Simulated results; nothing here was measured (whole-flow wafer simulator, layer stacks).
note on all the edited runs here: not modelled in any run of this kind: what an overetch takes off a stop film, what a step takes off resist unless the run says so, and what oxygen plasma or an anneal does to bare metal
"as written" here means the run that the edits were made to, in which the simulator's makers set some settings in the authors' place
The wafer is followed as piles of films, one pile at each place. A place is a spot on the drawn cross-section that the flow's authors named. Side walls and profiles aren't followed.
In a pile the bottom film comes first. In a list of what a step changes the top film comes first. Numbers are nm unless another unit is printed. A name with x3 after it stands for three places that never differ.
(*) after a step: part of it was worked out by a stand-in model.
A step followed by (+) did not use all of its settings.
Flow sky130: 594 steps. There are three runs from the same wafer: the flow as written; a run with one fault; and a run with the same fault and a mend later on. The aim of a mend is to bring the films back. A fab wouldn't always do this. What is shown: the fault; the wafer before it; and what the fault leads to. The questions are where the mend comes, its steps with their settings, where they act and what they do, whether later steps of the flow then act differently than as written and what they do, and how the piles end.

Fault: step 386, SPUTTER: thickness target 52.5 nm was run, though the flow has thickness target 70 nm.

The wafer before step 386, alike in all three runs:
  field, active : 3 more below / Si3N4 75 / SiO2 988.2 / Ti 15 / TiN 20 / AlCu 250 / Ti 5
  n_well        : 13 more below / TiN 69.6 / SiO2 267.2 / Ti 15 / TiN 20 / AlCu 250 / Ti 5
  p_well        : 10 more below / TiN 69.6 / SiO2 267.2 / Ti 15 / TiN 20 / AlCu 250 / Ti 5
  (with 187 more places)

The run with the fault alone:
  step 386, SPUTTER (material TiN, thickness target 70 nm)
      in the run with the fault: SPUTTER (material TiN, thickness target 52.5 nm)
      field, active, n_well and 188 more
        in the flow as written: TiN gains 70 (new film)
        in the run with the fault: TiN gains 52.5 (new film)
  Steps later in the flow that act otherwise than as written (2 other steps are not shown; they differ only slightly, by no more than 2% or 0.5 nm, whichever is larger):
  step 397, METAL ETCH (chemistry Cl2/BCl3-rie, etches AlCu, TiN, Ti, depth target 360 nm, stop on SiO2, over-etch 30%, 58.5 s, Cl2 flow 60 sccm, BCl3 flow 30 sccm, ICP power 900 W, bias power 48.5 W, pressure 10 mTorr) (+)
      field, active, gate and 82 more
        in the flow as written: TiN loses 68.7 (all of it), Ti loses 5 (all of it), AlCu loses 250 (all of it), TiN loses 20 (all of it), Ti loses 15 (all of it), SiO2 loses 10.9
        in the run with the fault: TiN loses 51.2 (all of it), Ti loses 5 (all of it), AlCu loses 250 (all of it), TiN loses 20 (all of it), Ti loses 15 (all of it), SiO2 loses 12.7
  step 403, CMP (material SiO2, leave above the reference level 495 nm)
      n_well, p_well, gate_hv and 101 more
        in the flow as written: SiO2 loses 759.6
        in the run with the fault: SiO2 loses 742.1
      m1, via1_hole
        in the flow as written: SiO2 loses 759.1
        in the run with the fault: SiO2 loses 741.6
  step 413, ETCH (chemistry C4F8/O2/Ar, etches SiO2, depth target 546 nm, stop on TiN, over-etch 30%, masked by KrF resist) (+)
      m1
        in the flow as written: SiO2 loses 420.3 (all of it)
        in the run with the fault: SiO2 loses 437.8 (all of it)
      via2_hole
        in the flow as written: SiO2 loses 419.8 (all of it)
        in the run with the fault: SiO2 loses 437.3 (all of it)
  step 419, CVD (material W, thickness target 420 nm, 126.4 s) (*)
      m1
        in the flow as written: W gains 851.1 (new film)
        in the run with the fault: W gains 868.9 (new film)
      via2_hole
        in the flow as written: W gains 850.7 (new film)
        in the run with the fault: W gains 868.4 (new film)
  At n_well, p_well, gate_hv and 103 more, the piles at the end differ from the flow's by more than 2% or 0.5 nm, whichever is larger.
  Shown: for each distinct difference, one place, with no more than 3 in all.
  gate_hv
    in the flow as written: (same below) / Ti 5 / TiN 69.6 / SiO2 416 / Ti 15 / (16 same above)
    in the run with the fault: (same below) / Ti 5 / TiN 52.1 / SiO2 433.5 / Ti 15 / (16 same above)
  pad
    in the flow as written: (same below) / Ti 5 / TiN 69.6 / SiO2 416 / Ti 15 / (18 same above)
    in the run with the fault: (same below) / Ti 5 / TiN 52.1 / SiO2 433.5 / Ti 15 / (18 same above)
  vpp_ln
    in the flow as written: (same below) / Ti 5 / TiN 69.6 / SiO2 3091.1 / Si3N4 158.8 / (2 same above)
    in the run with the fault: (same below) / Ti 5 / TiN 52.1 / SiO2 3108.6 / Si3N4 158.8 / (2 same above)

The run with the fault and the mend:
  The mend follows step 386.
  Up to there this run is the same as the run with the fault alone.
  step 386a, SPUTTER (material TiN, thickness target 17.5 nm) (a further turn of the flow's step 386, with different settings)
      field, active, n_well and 188 more
        TiN gains 17.5
  Every later step of the flow that is run acts as written at every place that is followed.
  The piles end the same as the flow's at every place that both follow.
